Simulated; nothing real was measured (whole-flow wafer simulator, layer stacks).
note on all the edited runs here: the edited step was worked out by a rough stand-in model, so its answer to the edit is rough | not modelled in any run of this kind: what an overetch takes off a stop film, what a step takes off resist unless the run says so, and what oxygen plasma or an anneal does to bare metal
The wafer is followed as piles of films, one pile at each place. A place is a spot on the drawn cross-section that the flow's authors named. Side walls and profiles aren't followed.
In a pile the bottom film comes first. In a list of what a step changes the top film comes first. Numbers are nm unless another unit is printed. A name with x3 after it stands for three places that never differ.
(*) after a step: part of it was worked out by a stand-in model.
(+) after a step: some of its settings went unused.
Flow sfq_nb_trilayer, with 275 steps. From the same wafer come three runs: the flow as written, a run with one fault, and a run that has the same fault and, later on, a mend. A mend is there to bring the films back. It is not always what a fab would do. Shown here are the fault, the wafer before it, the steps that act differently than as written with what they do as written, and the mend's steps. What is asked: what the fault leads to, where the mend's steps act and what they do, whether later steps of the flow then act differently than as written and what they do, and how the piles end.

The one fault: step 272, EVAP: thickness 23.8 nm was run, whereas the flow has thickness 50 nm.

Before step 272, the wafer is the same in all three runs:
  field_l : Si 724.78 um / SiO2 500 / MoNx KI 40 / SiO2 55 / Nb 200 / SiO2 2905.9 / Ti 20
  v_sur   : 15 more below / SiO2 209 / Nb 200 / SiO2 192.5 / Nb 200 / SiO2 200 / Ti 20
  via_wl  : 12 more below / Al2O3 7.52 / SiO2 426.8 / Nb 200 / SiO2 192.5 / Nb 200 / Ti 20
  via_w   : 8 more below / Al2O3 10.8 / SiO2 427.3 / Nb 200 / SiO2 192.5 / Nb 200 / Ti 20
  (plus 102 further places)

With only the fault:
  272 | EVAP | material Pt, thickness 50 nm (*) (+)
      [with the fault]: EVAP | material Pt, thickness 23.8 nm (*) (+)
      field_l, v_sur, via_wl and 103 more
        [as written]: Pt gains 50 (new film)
        [with the fault]: Pt gains 23.8 (new film)
  Steps further on in the flow that do not act as written:
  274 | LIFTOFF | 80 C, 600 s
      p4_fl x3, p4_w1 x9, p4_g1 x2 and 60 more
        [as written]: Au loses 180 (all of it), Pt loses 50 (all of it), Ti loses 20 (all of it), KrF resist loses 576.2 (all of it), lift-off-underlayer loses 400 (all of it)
        [with the fault]: Au loses 180 (all of it), Pt loses 23.8 (all of it), Ti loses 20 (all of it), KrF resist loses 576.2 (all of it), lift-off-underlayer loses 400 (all of it)
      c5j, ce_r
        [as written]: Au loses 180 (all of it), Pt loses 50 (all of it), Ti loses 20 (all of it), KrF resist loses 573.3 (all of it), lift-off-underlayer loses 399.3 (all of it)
        [with the fault]: Au loses 180 (all of it), Pt loses 23.8 (all of it), Ti loses 20 (all of it), KrF resist loses 573.3 (all of it), lift-off-underlayer loses 399.3 (all of it)
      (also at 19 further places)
  The piles end different from the flow's at field_l, v_sur, via_wl and 8 more by more than 2% or 0.5 nm, whichever is larger.
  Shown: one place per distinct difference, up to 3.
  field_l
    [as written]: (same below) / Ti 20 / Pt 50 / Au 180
    [with the fault]: (same below) / Ti 20 / Pt 23.8 / Au 180

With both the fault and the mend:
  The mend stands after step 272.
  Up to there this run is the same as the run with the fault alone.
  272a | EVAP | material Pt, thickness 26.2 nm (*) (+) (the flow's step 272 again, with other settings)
      field_l, v_sur, via_wl and 103 more
        Pt gains 26.2
  Later steps of the flow that are run all act as written at every place that is followed.
  At every place that both follow, the piles at the end match the flow's.
